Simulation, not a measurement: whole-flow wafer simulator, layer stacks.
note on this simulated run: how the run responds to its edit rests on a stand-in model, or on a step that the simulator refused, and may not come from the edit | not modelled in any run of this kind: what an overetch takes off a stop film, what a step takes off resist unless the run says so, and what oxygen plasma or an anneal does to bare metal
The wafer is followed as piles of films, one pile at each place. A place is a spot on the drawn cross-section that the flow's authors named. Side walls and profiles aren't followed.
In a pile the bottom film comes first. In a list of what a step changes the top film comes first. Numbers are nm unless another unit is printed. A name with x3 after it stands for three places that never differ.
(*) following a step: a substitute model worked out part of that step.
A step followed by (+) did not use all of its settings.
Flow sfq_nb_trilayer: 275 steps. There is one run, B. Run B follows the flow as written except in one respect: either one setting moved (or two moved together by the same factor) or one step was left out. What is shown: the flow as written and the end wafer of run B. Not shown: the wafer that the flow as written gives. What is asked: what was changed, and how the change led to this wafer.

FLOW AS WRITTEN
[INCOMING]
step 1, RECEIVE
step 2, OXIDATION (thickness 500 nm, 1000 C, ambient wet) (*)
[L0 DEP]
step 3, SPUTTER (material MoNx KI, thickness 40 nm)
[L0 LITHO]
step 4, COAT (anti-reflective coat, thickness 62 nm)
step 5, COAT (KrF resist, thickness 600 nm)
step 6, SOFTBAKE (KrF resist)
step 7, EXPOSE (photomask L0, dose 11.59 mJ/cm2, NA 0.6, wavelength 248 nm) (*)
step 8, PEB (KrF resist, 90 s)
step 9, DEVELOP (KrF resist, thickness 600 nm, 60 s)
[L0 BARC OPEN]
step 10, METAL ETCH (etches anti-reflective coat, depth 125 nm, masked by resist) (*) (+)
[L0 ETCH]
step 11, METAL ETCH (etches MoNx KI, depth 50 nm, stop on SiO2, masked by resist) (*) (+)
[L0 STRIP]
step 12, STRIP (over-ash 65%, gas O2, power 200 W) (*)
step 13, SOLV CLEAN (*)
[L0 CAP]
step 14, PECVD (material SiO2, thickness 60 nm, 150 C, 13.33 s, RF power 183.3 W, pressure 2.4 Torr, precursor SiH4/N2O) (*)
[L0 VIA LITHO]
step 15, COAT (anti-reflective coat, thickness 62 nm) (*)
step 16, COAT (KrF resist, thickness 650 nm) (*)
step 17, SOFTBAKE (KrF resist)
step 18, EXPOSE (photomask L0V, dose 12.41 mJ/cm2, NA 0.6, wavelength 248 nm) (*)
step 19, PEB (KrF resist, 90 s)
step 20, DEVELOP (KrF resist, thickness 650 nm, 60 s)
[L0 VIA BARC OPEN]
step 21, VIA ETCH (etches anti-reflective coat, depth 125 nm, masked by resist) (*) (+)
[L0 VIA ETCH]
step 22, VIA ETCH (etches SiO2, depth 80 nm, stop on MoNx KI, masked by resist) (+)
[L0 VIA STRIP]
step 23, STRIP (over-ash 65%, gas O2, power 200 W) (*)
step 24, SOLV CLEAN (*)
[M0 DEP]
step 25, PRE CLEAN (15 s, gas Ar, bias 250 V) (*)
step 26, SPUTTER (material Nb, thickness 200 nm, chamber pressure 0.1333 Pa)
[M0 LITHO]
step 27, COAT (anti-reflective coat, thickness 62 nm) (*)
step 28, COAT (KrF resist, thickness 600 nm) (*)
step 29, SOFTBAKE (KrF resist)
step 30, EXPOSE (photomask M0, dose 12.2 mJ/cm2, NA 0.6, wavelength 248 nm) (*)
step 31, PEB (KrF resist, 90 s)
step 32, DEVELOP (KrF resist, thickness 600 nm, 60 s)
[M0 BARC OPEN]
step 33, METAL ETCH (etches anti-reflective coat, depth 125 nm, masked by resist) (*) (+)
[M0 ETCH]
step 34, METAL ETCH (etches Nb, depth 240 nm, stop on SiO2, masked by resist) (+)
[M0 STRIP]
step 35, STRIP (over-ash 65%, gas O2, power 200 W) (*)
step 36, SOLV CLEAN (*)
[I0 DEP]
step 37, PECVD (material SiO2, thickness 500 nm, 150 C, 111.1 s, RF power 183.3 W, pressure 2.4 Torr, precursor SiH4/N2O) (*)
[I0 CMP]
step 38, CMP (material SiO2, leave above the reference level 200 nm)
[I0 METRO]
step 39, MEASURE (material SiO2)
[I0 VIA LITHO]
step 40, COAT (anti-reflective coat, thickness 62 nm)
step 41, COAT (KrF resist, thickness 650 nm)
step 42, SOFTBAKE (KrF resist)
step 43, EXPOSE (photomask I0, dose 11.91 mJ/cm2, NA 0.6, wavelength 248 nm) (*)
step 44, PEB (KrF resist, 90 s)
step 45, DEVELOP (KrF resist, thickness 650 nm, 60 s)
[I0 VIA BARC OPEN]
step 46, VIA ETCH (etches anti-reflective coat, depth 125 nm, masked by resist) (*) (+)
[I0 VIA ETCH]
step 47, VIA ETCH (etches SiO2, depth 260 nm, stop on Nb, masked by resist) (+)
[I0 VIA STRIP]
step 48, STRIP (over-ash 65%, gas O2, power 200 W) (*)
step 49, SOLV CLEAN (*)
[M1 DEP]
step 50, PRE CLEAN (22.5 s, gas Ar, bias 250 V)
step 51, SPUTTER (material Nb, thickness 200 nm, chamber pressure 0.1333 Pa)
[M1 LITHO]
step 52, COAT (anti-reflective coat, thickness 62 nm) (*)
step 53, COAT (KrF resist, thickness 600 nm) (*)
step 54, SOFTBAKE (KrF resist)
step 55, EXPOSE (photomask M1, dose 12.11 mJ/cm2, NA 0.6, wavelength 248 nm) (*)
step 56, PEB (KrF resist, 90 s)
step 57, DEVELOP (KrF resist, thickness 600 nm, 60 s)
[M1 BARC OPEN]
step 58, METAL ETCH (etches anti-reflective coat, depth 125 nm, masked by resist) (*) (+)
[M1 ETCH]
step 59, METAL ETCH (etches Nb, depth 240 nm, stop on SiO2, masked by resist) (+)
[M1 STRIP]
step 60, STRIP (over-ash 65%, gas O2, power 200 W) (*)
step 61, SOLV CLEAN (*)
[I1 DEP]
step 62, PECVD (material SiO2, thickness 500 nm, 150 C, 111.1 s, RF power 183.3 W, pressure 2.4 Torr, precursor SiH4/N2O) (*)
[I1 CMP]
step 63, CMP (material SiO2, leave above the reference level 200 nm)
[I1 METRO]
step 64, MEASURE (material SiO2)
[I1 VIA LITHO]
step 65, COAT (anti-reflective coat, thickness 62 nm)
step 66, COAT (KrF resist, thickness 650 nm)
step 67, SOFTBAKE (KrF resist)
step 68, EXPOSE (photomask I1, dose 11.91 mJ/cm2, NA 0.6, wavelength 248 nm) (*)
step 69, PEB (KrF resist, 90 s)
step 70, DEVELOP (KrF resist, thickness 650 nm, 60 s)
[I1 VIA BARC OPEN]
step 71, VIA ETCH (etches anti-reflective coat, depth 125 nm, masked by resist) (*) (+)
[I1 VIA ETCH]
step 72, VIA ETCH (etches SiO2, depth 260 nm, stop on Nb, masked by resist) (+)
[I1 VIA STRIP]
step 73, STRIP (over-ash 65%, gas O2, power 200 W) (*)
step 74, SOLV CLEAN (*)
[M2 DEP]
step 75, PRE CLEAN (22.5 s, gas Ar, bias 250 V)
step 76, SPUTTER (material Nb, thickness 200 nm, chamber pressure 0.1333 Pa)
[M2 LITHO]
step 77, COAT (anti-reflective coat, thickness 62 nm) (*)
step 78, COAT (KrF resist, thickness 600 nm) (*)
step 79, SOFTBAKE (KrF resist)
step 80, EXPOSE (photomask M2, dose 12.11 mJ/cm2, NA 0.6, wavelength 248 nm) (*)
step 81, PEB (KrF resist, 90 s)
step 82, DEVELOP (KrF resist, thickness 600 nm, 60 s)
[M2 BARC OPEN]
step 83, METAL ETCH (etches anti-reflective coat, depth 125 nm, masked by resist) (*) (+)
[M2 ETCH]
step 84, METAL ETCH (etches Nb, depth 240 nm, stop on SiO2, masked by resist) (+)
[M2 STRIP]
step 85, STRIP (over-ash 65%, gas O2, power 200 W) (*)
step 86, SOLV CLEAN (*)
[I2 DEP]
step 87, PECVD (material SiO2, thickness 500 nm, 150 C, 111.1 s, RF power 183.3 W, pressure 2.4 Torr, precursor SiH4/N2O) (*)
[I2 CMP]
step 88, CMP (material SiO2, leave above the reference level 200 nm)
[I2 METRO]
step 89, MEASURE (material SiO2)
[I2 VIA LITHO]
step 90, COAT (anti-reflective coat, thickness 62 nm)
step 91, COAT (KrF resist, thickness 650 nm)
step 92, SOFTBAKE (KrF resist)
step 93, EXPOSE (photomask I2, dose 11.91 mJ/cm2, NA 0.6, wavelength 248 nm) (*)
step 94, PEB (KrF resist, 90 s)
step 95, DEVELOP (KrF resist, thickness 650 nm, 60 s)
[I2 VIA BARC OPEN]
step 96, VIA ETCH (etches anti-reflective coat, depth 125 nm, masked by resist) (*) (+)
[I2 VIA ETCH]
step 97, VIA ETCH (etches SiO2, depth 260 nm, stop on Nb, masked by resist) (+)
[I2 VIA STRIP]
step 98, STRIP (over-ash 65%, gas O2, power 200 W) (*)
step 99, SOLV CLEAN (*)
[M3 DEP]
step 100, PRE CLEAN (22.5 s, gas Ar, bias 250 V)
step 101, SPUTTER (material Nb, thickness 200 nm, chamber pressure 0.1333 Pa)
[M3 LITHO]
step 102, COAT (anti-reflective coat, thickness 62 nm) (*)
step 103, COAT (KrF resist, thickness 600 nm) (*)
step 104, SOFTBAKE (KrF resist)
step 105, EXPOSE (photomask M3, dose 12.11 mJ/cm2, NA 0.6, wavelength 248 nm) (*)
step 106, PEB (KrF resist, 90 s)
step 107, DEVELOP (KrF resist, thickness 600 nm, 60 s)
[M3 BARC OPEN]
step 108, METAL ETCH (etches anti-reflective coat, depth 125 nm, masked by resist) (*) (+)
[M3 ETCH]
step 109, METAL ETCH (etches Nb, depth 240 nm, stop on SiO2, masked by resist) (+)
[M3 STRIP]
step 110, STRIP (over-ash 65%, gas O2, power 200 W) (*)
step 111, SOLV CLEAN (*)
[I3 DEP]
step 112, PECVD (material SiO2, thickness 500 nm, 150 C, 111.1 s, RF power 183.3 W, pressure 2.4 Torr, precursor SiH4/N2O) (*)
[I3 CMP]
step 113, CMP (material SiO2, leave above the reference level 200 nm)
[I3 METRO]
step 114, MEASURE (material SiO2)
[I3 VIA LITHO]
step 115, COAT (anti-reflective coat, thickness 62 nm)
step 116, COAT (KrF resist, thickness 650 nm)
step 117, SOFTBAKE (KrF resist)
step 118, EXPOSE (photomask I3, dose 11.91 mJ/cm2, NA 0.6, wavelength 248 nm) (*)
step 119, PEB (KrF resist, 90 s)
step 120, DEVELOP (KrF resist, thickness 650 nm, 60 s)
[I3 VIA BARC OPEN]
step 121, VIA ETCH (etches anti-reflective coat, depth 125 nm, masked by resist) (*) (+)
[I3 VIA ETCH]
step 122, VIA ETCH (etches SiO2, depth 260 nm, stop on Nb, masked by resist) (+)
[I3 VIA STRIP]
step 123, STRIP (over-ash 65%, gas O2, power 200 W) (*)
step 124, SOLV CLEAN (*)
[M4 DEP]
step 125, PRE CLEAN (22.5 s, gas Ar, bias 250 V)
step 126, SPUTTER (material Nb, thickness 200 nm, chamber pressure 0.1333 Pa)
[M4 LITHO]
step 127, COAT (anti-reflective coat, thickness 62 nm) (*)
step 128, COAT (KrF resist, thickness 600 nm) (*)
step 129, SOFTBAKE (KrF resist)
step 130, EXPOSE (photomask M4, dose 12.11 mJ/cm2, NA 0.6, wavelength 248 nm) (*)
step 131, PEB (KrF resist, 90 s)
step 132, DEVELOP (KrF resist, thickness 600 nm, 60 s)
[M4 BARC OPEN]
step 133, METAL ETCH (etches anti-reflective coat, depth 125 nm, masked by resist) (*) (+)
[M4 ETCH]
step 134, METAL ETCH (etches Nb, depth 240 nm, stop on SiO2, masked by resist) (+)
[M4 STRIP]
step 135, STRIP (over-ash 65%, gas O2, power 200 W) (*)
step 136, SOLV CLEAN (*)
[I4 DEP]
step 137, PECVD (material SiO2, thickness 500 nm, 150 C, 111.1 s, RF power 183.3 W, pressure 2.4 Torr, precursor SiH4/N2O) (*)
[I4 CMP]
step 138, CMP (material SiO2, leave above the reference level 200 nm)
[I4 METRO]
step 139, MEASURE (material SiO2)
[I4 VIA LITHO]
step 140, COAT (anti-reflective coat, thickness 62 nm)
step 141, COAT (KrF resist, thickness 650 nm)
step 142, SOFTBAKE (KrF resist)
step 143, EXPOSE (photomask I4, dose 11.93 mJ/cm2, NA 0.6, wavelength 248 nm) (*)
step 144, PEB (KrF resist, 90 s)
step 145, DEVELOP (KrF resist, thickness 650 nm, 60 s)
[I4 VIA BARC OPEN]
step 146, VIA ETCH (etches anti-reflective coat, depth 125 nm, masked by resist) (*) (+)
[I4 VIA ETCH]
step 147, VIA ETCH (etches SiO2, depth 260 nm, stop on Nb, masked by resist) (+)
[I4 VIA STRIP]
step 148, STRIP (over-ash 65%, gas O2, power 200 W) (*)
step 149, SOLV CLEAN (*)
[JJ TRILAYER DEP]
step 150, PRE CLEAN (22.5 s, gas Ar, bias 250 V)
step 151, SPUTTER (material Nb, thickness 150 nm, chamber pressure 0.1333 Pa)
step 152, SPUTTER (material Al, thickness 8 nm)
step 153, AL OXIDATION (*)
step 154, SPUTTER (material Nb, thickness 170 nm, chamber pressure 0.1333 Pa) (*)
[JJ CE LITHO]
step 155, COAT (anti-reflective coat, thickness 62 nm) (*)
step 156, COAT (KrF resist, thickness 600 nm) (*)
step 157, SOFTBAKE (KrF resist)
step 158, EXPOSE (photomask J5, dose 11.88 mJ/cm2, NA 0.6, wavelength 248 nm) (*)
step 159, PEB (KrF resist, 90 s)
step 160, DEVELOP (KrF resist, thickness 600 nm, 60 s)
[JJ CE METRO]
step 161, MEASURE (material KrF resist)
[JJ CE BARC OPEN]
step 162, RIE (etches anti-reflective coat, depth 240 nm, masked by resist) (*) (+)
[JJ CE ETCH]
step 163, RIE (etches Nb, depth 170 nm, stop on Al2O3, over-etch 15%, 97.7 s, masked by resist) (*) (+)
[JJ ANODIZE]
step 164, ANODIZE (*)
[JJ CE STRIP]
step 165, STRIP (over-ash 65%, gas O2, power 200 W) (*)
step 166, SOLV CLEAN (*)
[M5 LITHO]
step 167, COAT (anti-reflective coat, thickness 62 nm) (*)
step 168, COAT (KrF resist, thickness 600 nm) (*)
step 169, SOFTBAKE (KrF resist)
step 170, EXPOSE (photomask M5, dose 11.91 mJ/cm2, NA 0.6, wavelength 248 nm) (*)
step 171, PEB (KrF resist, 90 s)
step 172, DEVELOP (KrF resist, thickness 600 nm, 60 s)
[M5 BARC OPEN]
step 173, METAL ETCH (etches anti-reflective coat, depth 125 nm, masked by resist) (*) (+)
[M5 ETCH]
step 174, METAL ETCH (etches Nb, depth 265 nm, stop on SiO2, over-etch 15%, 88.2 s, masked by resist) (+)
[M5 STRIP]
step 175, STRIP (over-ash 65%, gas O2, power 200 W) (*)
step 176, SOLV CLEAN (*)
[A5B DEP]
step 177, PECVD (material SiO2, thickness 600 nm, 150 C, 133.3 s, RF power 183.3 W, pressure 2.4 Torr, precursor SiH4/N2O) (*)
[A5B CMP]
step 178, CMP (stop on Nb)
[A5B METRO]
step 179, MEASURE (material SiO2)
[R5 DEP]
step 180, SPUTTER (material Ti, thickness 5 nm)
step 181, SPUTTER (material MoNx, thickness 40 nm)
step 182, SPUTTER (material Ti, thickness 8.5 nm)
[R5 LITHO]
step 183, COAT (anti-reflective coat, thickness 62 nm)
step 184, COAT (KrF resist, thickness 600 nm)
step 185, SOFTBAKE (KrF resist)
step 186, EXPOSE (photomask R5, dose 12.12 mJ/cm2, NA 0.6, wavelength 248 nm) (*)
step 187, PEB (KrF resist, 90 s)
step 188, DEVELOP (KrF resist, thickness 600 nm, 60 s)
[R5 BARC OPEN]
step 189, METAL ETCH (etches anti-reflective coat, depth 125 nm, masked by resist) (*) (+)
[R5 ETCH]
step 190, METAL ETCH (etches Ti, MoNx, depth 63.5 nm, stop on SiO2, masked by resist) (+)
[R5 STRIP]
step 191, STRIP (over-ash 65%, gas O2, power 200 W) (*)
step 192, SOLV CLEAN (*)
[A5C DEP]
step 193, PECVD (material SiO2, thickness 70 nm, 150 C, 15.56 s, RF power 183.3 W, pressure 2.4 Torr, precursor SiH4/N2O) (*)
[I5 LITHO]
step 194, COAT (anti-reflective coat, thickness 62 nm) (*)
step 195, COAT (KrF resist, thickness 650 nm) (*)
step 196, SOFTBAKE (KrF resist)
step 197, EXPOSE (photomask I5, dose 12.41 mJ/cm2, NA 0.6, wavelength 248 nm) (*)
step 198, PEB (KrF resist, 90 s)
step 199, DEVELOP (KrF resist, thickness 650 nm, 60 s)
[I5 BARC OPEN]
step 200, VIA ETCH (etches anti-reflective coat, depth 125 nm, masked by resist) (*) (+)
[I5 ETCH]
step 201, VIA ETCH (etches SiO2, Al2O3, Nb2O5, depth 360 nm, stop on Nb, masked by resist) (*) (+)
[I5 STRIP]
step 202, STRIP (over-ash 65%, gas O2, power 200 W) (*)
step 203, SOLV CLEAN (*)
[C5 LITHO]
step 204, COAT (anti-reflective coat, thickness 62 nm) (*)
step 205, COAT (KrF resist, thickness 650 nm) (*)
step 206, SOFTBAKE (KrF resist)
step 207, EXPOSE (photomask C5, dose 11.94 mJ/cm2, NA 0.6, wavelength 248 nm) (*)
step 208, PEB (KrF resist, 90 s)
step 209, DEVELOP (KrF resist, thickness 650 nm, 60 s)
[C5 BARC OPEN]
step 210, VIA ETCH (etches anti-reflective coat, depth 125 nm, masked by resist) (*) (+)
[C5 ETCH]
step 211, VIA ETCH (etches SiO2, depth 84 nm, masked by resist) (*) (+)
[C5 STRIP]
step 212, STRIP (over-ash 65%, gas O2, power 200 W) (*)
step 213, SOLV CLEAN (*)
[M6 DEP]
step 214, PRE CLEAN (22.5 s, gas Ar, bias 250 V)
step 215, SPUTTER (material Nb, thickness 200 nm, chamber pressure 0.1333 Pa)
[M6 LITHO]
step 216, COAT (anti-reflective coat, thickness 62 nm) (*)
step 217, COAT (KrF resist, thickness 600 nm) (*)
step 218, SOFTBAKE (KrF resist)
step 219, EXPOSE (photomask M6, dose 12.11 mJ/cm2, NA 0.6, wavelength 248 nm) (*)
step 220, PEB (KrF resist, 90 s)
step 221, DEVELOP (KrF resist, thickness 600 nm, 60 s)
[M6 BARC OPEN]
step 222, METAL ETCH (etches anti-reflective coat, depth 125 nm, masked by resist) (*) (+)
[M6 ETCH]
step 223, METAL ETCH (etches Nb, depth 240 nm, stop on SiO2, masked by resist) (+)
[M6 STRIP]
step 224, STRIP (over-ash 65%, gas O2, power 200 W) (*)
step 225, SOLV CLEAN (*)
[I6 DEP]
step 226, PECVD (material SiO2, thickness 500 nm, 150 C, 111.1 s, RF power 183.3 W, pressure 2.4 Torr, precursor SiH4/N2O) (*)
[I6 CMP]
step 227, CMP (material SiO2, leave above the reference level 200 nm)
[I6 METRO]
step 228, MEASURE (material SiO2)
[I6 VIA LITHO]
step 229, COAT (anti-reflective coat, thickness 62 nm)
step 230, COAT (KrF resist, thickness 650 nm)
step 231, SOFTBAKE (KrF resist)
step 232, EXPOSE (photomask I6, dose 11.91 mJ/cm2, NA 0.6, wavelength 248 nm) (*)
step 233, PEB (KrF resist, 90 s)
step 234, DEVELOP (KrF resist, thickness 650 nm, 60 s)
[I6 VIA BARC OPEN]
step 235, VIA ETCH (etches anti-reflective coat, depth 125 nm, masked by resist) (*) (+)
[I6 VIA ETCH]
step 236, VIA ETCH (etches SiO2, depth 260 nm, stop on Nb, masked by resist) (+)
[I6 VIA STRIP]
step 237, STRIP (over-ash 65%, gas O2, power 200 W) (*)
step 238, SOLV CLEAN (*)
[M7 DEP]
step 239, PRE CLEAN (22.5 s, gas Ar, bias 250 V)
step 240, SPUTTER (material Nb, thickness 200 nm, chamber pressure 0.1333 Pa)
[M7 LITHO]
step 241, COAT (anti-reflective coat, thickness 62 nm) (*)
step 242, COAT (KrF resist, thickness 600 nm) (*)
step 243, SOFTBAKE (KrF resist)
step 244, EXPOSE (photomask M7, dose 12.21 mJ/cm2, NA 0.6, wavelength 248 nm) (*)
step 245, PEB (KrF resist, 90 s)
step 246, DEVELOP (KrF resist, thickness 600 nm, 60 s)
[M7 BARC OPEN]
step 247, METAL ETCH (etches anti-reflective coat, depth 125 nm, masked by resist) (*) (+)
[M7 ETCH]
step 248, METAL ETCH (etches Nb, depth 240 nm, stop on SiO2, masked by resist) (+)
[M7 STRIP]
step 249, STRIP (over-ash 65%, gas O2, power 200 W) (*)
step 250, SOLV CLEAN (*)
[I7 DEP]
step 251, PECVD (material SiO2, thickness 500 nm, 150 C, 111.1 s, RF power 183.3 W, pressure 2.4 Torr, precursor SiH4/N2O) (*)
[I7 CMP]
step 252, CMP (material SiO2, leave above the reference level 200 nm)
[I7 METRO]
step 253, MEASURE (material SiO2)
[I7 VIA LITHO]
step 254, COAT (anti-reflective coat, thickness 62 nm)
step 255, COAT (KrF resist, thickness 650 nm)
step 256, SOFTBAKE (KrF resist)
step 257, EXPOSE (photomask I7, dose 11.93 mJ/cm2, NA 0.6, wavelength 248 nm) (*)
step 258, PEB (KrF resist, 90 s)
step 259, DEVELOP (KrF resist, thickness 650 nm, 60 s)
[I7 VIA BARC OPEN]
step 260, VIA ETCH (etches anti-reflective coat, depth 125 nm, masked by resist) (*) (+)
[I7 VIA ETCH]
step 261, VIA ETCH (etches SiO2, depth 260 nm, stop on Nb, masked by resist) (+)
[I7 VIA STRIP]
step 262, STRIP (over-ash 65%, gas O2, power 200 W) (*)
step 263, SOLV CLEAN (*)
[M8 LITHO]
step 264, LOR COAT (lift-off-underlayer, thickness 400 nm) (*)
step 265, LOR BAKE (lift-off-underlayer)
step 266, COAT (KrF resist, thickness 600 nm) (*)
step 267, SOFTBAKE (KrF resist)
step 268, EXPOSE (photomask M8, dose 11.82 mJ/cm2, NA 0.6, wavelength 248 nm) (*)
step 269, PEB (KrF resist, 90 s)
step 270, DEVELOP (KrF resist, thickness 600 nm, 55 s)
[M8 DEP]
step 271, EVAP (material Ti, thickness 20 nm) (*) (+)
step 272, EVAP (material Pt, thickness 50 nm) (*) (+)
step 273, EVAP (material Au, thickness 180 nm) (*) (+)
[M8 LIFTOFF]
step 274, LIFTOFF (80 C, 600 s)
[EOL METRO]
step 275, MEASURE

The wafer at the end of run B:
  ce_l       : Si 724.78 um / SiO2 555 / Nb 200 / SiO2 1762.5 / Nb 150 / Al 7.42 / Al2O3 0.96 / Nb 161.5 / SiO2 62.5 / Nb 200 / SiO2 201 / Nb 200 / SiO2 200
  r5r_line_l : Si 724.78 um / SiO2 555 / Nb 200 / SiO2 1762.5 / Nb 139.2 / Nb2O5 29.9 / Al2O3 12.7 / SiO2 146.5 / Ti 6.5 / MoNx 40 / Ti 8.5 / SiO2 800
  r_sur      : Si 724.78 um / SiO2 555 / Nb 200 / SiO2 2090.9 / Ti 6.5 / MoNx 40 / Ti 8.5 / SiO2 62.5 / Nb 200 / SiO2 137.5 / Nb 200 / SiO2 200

Cause: step 180, SPUTTER: thickness 6.5 nm was run, while the flow as written has thickness 5 nm.
The wafer itself shows it: r5r_line_l has Ti 6.5, and step 180 as written asks for 5 nm.

The path from the change to this, step by step:
  step 180, SPUTTER (material Ti, thickness 5 nm)
      field_l, v_sur, via_wl and 103 more: Ti gains 6.5 (new film) (as written it would have been: Ti gains 5 (new film))
  step 190, METAL ETCH (etches Ti, MoNx, depth 63.5 nm, stop on SiO2, masked by resist) (+)
      field_l, v_sur, via_wl and 92 more: Ti loses 8.5 (all of it), MoNx loses 40 (all of it), Ti loses 6.5 (all of it) (as written it would have been: Ti loses 8.5 (all of it), MoNx loses 40 (all of it), Ti loses 5 (all of it))
      ce_l, c5j, ce_r, wl_jj: Ti loses 8.5 (all of it), MoNx loses 40 (all of it), Ti loses 6.5 (all of it), Nb loses 8.5 (as written it would have been: Ti loses 8.5 (all of it), MoNx loses 40 (all of it), Ti loses 5 (all of it), Nb loses 10)
